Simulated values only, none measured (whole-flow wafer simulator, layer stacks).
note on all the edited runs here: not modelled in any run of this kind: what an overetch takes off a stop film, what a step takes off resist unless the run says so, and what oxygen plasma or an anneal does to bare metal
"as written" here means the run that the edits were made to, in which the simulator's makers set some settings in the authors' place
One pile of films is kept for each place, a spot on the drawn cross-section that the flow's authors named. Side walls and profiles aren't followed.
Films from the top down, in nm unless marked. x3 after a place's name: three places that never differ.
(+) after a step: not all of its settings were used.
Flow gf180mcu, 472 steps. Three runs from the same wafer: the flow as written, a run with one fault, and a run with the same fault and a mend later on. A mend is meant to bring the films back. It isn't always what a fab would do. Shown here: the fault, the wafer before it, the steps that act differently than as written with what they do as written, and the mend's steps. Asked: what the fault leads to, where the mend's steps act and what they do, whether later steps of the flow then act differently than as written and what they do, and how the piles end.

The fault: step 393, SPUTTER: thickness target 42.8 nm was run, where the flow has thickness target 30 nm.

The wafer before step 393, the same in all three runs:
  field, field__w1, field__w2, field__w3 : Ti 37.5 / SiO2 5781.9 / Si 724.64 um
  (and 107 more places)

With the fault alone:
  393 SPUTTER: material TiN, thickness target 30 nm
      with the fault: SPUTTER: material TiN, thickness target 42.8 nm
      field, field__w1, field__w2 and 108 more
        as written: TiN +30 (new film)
        with the fault: TiN +42.8 (new film)
  Later steps of the flow that act differently than as written (1 more step differs only slightly, by at most 2% or 0.5 nm, whichever is larger, and isn't shown):
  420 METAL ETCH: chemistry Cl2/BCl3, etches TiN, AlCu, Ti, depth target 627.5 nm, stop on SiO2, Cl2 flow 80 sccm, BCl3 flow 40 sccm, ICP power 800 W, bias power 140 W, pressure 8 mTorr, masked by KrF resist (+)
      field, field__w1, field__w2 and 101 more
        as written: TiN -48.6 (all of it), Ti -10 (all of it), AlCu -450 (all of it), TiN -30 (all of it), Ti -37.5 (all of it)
        with the fault: TiN -48.6 (all of it), Ti -10 (all of it), AlCu -450 (all of it), TiN -42.8 (all of it), Ti -37.5 (all of it)
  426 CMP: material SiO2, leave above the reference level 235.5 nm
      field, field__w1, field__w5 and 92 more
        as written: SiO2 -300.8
        with the fault: SiO2 -288
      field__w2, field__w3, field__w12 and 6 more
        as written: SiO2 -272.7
        with the fault: SiO2 -259.3
  At the end the piles differ from the flow's by more than 2% or 0.5 nm, whichever is larger, at field__w4, field__w8, contact, m1, m1__w1, mim, mim_1p0, m1_nw.
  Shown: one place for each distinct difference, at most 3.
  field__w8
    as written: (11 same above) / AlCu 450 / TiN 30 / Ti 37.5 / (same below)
    with the fault: (11 same above) / AlCu 450 / TiN 42.8 / Ti 37.5 / (same below)
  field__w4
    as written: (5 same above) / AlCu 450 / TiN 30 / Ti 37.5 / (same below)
    with the fault: (5 same above) / AlCu 450 / TiN 42.8 / Ti 37.5 / (same below)
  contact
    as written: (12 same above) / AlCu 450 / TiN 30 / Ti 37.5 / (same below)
    with the fault: (12 same above) / AlCu 450 / TiN 42.8 / Ti 37.5 / (same below)

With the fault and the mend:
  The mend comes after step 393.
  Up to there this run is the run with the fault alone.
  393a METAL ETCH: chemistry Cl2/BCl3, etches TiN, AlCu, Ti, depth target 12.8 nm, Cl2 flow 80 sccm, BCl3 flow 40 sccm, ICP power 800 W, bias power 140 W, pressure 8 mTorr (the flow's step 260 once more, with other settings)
      field, field__w1, field__w2 and 108 more
        TiN -12.8
  No later step of the flow acts differently than as written at any place that is followed.
  At the end the piles are the same as the flow's at every place that both follow.
